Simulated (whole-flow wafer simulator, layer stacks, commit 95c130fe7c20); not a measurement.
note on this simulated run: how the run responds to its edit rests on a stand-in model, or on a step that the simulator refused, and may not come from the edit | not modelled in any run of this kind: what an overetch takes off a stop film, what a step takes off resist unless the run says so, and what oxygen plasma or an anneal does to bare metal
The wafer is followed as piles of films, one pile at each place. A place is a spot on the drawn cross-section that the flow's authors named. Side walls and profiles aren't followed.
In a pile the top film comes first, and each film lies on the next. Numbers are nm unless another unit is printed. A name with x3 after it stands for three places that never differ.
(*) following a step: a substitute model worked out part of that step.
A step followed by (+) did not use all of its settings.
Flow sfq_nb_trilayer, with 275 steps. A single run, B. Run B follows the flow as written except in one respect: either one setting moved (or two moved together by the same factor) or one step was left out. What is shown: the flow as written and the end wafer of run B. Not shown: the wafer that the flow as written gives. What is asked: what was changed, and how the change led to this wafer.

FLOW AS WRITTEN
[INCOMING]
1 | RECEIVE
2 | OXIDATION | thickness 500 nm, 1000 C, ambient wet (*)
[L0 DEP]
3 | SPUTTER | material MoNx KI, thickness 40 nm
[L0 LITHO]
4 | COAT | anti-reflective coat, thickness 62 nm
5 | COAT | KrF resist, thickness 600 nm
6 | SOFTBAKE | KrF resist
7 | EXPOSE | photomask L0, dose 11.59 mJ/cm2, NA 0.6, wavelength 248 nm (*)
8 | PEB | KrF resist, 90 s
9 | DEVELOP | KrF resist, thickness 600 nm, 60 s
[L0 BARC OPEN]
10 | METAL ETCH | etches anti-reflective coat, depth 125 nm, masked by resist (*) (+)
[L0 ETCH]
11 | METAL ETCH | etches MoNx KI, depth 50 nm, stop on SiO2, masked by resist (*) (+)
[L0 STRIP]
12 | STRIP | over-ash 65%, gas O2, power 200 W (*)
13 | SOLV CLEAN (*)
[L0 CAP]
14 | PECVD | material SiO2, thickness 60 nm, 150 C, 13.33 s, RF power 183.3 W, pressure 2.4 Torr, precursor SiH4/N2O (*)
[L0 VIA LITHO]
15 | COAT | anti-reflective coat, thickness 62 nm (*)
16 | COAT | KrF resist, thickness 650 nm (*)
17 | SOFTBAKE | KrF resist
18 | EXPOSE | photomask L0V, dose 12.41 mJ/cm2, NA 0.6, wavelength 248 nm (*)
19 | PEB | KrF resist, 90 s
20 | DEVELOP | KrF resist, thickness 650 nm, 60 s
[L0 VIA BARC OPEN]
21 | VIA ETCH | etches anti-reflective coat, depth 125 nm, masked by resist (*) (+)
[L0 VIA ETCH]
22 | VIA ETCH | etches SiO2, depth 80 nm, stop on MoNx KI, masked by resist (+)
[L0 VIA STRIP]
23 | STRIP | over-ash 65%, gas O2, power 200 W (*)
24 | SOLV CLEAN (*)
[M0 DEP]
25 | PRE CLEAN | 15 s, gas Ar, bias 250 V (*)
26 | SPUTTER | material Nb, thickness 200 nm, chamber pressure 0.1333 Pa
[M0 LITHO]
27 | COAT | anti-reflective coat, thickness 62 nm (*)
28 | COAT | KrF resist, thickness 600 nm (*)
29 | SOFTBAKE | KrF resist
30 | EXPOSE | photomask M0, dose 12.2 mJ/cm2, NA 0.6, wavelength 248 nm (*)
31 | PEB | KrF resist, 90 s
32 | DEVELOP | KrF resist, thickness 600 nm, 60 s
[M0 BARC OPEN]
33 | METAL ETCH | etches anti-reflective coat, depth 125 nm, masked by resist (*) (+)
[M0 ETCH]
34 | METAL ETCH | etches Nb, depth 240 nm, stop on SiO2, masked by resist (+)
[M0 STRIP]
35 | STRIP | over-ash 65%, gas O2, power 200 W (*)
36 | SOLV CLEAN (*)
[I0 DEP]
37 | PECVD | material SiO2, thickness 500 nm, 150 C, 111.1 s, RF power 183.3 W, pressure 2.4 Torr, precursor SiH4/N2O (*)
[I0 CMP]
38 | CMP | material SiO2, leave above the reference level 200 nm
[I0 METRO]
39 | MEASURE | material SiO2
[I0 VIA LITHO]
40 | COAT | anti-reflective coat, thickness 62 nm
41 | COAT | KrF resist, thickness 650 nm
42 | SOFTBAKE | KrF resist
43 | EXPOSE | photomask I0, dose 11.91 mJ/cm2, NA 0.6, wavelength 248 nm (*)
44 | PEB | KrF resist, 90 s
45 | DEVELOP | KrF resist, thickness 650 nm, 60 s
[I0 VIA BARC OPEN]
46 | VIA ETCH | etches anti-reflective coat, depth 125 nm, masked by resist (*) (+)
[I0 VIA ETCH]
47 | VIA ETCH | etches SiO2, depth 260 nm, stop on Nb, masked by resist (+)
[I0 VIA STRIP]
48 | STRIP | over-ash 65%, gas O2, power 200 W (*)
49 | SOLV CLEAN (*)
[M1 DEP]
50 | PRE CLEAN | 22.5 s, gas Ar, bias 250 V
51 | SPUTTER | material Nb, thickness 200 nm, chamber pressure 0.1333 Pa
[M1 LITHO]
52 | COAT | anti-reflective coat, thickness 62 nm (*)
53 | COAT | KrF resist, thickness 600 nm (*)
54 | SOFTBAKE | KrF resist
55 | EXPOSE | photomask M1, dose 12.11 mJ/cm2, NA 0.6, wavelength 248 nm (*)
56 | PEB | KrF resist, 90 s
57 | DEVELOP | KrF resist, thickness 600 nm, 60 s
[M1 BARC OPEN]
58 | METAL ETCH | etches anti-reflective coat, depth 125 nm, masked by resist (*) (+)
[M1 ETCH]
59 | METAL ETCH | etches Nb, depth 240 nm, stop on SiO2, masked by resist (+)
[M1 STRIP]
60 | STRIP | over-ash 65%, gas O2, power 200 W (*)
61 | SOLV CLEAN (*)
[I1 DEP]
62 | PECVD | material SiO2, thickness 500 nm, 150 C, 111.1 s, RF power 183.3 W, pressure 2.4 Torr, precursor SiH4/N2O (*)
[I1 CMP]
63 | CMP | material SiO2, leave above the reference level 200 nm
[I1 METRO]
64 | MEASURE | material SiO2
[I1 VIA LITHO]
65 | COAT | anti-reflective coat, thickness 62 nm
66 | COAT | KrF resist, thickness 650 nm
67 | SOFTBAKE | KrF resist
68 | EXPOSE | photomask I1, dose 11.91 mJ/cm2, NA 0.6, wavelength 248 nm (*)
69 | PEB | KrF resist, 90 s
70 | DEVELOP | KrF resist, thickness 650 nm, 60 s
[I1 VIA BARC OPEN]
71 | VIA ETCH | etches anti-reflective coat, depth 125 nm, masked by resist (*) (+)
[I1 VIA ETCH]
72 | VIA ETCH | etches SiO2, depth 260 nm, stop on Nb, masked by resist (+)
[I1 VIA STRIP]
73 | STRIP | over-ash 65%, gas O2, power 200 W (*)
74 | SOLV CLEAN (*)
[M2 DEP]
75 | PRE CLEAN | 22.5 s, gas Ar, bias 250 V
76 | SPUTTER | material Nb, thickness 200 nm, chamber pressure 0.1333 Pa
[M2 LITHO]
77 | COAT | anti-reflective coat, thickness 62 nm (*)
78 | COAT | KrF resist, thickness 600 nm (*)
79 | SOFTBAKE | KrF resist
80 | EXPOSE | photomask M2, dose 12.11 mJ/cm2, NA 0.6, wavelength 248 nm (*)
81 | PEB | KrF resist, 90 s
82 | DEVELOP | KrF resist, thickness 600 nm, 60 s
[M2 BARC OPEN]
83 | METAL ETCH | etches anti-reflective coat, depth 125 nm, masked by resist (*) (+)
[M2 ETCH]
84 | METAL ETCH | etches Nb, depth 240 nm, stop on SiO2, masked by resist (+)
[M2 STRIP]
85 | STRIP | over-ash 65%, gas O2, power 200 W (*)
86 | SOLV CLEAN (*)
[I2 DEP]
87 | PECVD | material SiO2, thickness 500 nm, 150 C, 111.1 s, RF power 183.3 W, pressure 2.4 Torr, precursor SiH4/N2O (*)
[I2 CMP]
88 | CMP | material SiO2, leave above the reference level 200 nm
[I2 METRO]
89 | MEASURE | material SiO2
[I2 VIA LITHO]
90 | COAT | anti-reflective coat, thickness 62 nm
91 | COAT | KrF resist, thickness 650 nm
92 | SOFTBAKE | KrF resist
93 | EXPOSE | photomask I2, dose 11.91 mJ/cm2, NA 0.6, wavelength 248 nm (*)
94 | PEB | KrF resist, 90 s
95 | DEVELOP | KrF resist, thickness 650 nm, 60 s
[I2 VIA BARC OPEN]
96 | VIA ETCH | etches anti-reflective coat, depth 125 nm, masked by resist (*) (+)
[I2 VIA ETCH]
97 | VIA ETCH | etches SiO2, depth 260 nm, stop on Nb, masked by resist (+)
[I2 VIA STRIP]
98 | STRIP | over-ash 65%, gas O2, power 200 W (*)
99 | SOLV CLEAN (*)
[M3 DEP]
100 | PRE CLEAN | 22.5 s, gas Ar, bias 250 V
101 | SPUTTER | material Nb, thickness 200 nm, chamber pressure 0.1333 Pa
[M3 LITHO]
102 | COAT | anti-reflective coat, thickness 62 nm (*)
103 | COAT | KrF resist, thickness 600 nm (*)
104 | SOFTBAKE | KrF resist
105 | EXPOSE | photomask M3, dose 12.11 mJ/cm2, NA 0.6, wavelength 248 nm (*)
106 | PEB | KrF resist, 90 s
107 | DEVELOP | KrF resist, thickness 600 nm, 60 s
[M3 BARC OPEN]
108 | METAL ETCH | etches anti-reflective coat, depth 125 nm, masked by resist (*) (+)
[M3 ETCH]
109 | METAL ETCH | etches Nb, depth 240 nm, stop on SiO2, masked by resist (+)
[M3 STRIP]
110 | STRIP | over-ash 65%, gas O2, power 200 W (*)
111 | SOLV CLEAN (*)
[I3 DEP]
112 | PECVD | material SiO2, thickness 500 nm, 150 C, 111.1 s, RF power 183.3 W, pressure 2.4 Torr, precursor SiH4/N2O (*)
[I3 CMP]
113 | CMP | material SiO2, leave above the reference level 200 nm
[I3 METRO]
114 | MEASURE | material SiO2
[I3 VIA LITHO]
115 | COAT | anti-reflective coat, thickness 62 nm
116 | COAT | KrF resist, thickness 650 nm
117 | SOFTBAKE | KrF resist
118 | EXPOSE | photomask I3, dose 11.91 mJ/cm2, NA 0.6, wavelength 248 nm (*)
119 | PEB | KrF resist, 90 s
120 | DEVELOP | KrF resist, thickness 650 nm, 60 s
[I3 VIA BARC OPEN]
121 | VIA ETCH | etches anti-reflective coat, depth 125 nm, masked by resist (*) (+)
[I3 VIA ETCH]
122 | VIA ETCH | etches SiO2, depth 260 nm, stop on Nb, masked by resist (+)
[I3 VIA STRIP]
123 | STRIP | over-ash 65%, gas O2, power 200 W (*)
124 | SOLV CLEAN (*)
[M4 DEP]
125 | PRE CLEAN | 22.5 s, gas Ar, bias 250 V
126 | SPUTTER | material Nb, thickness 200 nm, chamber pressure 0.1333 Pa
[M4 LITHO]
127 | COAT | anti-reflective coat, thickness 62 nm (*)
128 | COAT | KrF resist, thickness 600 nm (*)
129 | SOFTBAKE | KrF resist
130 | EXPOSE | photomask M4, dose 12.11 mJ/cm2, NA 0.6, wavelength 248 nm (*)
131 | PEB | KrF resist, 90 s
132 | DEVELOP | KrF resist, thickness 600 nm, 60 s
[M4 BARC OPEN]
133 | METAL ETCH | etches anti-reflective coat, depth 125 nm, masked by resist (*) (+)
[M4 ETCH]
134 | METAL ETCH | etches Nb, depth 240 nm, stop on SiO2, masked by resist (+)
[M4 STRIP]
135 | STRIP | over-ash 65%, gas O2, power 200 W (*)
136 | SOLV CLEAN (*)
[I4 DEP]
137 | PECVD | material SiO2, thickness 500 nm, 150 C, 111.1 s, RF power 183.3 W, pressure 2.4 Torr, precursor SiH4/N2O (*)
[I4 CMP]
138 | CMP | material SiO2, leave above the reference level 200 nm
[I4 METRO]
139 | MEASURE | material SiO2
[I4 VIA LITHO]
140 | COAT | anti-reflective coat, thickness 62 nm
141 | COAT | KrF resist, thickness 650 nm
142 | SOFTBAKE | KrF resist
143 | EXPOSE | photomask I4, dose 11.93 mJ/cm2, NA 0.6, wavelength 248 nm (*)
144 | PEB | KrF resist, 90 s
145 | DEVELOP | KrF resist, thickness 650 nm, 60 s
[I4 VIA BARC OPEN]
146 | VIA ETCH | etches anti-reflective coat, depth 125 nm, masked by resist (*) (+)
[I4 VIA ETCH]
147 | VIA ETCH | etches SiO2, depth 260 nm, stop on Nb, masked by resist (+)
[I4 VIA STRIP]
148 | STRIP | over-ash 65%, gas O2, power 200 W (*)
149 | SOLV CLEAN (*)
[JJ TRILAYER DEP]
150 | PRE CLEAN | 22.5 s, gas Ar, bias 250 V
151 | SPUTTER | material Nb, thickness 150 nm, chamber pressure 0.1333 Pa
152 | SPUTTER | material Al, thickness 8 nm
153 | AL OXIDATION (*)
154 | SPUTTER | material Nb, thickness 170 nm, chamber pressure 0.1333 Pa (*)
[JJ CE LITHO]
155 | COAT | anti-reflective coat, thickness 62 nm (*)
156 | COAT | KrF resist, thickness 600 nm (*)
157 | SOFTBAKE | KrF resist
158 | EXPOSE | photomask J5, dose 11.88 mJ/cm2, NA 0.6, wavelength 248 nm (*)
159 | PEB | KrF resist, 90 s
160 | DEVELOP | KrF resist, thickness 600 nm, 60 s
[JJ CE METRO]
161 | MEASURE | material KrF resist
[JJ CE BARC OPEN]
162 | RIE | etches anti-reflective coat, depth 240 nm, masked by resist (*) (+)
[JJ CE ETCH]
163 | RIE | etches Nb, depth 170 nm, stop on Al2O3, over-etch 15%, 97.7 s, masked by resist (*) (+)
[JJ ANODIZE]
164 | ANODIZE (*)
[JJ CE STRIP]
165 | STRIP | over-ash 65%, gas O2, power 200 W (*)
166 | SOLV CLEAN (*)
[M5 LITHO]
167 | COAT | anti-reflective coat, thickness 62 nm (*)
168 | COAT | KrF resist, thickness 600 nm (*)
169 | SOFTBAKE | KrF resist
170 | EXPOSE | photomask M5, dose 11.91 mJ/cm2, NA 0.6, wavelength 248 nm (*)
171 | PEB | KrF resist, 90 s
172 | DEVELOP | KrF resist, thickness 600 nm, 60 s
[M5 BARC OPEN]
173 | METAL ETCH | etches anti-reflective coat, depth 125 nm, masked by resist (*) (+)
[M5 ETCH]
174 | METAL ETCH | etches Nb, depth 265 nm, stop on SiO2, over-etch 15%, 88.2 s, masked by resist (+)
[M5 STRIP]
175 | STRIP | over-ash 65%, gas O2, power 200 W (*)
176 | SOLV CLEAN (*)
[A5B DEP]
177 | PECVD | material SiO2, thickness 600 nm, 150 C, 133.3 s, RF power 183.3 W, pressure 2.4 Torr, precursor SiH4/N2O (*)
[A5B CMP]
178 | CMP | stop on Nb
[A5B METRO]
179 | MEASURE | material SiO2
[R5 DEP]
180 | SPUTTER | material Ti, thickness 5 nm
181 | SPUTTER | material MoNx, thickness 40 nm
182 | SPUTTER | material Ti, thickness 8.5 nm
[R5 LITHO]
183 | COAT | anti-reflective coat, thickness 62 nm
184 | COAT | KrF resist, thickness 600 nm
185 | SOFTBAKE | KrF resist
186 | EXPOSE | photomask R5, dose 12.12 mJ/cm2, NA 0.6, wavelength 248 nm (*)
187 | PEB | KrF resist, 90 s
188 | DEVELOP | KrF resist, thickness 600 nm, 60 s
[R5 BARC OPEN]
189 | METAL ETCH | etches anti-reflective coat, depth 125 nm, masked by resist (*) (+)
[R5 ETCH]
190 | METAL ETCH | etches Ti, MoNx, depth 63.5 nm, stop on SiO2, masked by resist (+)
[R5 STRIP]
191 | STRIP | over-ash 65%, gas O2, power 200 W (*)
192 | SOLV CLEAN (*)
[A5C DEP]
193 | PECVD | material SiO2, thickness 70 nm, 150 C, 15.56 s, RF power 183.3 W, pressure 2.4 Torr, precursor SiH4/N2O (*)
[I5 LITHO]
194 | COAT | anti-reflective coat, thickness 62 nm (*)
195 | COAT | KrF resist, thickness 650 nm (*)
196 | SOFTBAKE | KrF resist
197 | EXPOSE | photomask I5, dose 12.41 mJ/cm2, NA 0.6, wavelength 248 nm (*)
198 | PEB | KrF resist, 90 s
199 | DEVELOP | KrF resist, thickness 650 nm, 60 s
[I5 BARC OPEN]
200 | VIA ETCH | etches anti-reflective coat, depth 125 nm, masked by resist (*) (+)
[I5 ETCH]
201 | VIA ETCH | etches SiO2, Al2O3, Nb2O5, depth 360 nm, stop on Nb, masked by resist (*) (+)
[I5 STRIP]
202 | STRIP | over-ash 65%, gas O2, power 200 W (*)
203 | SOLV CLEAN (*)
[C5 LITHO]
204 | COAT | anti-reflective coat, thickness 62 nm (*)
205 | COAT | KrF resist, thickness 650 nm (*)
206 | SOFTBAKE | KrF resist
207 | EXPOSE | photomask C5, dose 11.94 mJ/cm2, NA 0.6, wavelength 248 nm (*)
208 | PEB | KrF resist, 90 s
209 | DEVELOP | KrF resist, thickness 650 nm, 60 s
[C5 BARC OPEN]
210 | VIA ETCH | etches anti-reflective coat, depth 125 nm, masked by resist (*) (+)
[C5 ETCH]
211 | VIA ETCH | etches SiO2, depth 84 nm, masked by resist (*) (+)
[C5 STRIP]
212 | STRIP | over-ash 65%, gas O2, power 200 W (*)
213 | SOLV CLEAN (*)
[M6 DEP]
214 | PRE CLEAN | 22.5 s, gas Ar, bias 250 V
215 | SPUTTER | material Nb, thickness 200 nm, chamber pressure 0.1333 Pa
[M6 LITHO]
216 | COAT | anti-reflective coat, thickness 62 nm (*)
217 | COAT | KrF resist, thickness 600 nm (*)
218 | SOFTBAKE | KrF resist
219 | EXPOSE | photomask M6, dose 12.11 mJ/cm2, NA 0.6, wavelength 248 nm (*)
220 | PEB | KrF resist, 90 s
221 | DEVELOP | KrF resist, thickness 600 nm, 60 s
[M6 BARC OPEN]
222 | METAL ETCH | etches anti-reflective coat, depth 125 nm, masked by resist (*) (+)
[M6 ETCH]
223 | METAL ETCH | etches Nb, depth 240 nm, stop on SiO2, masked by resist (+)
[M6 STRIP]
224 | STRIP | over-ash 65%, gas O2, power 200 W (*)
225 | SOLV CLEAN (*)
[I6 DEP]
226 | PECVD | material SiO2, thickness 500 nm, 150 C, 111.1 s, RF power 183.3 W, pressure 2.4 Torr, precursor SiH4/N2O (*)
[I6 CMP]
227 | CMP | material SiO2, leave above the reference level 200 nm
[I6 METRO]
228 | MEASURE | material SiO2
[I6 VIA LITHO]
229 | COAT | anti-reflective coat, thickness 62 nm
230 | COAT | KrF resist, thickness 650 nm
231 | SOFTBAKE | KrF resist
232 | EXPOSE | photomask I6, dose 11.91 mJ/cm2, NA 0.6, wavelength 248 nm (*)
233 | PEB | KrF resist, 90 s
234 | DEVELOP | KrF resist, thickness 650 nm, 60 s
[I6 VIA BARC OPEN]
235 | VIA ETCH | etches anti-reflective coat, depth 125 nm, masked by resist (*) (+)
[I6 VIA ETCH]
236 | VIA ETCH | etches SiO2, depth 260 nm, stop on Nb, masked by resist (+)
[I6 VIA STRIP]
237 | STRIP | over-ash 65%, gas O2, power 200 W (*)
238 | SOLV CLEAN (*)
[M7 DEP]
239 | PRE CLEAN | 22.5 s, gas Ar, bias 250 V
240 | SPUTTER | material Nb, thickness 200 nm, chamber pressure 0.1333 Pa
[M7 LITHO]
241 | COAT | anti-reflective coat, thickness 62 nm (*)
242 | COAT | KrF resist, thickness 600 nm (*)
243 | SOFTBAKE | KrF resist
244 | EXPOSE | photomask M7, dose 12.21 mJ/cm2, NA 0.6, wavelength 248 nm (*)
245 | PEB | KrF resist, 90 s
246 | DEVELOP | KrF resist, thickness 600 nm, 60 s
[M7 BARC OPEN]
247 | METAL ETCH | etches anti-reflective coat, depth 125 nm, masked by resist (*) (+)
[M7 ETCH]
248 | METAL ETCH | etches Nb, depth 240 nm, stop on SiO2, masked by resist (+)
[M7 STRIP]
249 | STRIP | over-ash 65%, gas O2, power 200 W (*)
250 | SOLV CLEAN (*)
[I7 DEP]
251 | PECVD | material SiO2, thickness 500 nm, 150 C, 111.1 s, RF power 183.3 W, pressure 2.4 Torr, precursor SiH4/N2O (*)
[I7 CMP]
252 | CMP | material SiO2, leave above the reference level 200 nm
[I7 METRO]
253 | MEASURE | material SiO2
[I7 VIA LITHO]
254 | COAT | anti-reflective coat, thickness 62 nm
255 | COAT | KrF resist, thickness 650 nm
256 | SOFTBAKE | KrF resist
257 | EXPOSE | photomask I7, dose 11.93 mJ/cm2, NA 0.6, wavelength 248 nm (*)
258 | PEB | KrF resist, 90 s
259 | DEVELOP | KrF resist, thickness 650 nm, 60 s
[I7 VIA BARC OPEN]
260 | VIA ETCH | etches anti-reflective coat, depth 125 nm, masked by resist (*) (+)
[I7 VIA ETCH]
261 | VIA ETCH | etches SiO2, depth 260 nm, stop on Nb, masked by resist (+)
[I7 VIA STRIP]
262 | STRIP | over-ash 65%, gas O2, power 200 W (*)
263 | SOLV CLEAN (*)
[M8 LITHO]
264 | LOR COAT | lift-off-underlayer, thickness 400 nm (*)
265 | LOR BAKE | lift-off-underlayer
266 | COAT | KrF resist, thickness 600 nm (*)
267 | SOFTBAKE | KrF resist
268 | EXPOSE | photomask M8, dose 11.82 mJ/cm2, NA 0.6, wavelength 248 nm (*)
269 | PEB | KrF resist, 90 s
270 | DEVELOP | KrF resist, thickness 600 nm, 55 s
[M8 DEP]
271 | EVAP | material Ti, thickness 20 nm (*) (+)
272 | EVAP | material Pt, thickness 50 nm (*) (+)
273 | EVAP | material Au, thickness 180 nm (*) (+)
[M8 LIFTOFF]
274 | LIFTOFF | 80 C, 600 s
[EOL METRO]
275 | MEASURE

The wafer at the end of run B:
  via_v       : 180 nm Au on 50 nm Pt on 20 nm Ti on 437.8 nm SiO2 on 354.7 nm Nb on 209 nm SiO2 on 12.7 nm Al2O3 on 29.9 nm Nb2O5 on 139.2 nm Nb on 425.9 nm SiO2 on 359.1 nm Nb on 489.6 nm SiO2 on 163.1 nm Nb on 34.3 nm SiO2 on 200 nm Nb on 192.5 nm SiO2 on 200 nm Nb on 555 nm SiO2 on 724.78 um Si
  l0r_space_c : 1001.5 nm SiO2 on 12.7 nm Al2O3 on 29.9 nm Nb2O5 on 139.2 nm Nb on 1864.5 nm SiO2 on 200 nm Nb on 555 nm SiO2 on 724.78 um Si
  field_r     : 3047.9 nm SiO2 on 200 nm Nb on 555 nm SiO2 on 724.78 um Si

Cause: step 63, CMP: leave above the reference level 302 nm was run, whereas the flow has leave above the reference level 200 nm.

The path from the change to this, step by step:
  63 | CMP | material SiO2, leave above the reference level 200 nm
      field_l, be, be_sur and 72 more: nothing (in the flow as written it would be: SiO2 loses 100)
      lsp_m, ln_m6, lsp_r, l0_sur, l0v: nothing (in the flow as written it would be: SiO2 loses 94.9)
      (and at 26 other places as well)
  65 | COAT | anti-reflective coat, thickness 62 nm
      ln_m5: anti-reflective coat gains 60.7 (new film) (in the flow as written it would be: anti-reflective coat gains 62 (new film))
  72 | VIA ETCH | etches SiO2, depth 260 nm, stop on Nb, masked by resist (+)
      via_v: SiO2 loses 260 (in the flow as written it would be: SiO2 loses 199.8 (all of it))
  73 | STRIP | over-ash 65%, gas O2, power 200 W (*)
      ln_m5: KrF resist loses 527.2 (all of it), anti-reflective coat loses 60.7 (all of it) (in the flow as written it would be: KrF resist loses 528.6 (all of it), anti-reflective coat loses 62 (all of it))
  75 | PRE CLEAN | 22.5 s, gas Ar, bias 250 V
      via_v: SiO2 loses 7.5 (in the flow as written it would be: Nb loses 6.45)
  76 | SPUTTER | material Nb, thickness 200 nm, chamber pressure 0.1333 Pa
      via_v: Nb gains 163.1 (new film) (in the flow as written it would be: Nb gains 174.5)
  77 | COAT | anti-reflective coat, thickness 62 nm (*)
      via_sp: anti-reflective coat gains 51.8 (new film) (in the flow as written it would be: anti-reflective coat gains 53.2 (new film))
      via_v: anti-reflective coat gains 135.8 (new film) (in the flow as written it would be: anti-reflective coat gains 123.1 (new film))
      (and at 2 other places as well)
  78 | COAT | KrF resist, thickness 600 nm (*)
      via_v: KrF resist gains 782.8 (new film) (in the flow as written it would be: KrF resist gains 733.7 (new film))
  83 | METAL ETCH | etches anti-reflective coat, depth 125 nm, masked by resist (*) (+)
      ln_m5: anti-reflective coat loses 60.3 (all of it) (in the flow as written it would be: anti-reflective coat loses 61.8 (all of it))
  85 | STRIP | over-ash 65%, gas O2, power 200 W (*)
      via_sp: KrF resist loses 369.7 (all of it), anti-reflective coat loses 51.8 (all of it) (in the flow as written it would be: KrF resist loses 374.4 (all of it), anti-reflective coat loses 53.2 (all of it))
      via_v: KrF resist loses 564.7 (all of it), anti-reflective coat loses 135.8 (all of it) (in the flow as written it would be: KrF resist loses 515.8 (all of it), anti-reflective coat loses 123.1 (all of it))
      (and at 1 other place as well)
  87 | PECVD | material SiO2, thickness 500 nm, 150 C, 111.1 s, RF power 183.3 W, pressure 2.4 Torr, precursor SiH4/N2O (*)
      via_v: SiO2 gains 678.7 (new film) (in the flow as written it would be: SiO2 gains 606 (new film))
  88 | CMP | material SiO2, leave above the reference level 200 nm
      lsp_m, ln_m6, lsp_r, l0_sur, l0v: SiO2 loses 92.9 (in the flow as written it would be: SiO2 loses 100)
If metal films that touch count as one body, via_v has 7 bodies (between them, from the top down: SiO2 437.8; SiO2 209 / Al2O3 12.7 / Nb2O5 29.9; SiO2 425.9; SiO2 489.6; SiO2 34.3; SiO2 192.5); the flow as written gives 6 bodies (between them, from the top down: SiO2 437.8; SiO2 209 / Al2O3 12.7 / Nb2O5 29.9; SiO2 425.9; SiO2 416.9; SiO2 192.5).
